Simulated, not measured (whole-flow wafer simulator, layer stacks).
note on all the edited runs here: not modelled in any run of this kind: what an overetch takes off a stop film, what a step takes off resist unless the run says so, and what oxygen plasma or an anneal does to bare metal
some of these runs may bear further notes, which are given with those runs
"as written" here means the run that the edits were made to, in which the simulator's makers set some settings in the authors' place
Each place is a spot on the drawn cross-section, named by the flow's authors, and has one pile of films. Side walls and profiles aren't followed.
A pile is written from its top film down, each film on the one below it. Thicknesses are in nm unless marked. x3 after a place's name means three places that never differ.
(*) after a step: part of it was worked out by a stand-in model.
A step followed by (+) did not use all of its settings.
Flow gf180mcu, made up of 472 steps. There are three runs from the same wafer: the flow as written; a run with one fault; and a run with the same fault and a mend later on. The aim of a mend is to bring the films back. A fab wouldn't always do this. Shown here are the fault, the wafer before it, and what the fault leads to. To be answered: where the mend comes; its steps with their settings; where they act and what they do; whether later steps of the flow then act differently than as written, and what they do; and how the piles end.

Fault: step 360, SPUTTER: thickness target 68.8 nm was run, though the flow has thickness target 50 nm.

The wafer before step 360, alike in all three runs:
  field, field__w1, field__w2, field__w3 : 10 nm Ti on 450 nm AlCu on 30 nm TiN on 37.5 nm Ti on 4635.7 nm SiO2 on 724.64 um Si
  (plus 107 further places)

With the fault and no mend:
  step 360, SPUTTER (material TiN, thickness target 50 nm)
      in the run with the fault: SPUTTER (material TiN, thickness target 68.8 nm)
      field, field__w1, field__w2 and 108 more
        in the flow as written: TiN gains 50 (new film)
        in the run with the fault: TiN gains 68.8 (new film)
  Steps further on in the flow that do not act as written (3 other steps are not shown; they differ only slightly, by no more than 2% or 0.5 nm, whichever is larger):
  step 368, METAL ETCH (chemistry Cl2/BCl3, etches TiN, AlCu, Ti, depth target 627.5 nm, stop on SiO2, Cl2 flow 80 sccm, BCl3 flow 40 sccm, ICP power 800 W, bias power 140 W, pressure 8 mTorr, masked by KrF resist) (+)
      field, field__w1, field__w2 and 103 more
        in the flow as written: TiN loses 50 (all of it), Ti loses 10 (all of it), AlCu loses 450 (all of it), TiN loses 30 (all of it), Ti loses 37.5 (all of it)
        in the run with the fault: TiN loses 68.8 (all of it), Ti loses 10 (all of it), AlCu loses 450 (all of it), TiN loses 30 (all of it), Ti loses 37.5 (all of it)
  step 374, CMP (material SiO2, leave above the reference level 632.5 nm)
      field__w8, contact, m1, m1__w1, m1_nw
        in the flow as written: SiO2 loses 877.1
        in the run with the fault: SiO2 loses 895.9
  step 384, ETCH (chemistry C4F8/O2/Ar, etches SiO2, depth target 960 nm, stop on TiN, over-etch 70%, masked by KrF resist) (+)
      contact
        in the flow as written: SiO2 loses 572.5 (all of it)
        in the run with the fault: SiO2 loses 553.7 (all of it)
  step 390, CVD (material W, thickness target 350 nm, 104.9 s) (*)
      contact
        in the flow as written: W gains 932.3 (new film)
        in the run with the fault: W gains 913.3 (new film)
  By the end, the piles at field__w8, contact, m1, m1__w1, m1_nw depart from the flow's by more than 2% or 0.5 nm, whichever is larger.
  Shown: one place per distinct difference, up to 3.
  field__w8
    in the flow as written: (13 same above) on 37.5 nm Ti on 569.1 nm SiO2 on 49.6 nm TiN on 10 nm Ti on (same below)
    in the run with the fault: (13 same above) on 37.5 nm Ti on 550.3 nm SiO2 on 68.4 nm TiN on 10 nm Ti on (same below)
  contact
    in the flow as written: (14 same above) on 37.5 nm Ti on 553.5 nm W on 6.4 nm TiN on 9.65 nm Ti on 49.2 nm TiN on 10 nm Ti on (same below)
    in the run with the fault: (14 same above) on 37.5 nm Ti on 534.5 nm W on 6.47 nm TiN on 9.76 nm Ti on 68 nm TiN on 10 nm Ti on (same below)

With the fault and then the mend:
  The mend stands after step 367.
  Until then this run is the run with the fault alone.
  step 367a, STRIP (chemistry O2/N2, power 2160 W, pressure 1700 mTorr) (*)
      field__w8, contact, m1, m1__w1, m1_nw
        KrF resist loses 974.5 (all of it)
  step 367b, METAL ETCH (chemistry Cl2/BCl3, etches TiN, AlCu, Ti, depth target 18.8 nm, Cl2 flow 80 sccm, BCl3 flow 40 sccm, ICP power 800 W, bias power 140 W, pressure 8 mTorr) (the flow's step 260 again, with other settings)
      field, field__w1, field__w2 and 108 more
        TiN loses 18.8
  step 367c, HMDS (120 C, 60 s) (the flow's step 362 again)
      leaves every film unchanged at each place that is followed
  step 367d, COAT (KrF resist, thickness 1000 nm) (the flow's step 363 again)
      field, field__w1, field__w2 and 108 more
        KrF resist gains 1000 (new film)
  step 367e, SOFTBAKE (KrF resist) (the flow's step 364 again)
      leaves every film unchanged at each place that is followed
  step 367f, EXPOSE (photomask Metal4) (the flow's step 365 again)
      leaves every film unchanged at each place that is followed
  step 367g, PEB (KrF resist, 135 C, 90 s) (the flow's step 366 again)
      field, field__w1, field__w2 and 108 more
        KrF resist loses 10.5
  step 367h, DEVELOP (thickness 1000 nm, 60 s) (the flow's step 367 again)
      field, field__w1, field__w2 and 103 more
        KrF resist loses 989.5 (all of it)
      field__w8, contact, m1, m1__w1, m1_nw
        KrF resist loses 14.9
  Every later step of the flow that is run acts as written at every place that is followed.
  By the end, the piles equal the flow's at every place that both follow.
